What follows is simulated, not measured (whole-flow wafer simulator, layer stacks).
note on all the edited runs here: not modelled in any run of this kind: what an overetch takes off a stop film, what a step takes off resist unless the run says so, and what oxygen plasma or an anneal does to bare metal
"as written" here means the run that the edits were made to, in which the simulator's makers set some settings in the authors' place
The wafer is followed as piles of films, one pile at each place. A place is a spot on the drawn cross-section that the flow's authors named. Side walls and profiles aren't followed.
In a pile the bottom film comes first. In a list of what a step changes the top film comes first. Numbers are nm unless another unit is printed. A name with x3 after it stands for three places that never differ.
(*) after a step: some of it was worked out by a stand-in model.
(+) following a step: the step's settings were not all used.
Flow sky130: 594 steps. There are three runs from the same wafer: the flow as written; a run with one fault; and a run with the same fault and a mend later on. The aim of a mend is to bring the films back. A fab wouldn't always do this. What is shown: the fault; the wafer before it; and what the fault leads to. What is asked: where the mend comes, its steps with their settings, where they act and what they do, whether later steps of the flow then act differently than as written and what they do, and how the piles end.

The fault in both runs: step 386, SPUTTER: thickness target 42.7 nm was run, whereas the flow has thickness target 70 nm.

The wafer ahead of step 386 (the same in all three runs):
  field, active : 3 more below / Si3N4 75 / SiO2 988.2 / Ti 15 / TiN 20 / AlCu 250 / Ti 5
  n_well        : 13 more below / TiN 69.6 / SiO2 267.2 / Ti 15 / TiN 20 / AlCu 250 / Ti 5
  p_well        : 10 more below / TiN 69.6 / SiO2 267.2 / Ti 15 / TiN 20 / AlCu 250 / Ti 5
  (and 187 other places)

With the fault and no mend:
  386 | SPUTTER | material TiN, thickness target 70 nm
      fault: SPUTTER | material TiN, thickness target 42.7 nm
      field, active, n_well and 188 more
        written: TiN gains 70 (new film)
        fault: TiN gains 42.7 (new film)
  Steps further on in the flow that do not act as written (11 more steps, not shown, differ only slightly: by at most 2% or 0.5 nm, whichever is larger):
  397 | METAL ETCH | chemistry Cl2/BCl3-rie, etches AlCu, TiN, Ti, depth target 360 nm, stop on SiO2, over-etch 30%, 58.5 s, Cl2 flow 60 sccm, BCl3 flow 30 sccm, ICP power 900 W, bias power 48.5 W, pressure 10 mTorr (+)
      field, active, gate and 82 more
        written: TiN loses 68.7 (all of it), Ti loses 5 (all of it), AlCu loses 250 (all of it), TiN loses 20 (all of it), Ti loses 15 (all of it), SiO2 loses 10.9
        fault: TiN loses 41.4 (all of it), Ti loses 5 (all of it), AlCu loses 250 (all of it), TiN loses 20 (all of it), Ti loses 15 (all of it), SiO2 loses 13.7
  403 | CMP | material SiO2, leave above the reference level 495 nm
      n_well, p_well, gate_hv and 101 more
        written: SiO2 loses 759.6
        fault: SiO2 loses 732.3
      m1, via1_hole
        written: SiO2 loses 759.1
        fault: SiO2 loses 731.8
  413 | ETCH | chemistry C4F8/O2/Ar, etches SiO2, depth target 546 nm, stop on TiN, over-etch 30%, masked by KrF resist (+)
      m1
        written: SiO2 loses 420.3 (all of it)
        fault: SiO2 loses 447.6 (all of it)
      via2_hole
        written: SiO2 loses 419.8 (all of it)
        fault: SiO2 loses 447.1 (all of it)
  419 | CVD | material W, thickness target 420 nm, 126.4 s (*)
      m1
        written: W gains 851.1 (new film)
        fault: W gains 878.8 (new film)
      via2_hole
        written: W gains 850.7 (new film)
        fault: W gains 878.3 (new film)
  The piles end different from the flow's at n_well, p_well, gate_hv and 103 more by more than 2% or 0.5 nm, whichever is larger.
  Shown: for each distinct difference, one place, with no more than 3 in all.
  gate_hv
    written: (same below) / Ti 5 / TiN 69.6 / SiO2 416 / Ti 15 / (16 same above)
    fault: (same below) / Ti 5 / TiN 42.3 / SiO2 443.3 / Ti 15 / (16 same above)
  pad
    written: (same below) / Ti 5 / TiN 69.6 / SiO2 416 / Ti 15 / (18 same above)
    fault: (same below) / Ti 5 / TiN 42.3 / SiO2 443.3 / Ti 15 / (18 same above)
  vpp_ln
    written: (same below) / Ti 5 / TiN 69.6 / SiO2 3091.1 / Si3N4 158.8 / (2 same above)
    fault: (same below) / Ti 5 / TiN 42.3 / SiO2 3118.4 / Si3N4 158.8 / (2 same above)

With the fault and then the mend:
  After step 386 comes the mend.
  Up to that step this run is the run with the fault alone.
  386a | SPUTTER | material TiN, thickness target 27.3 nm (the flow's step 386, run once more with other settings)
      field, active, n_well and 188 more
        TiN gains 27.3
  Later steps of the flow that are run all act as written at every place that is followed.
  At every place that both follow, the piles at the end match the flow's.
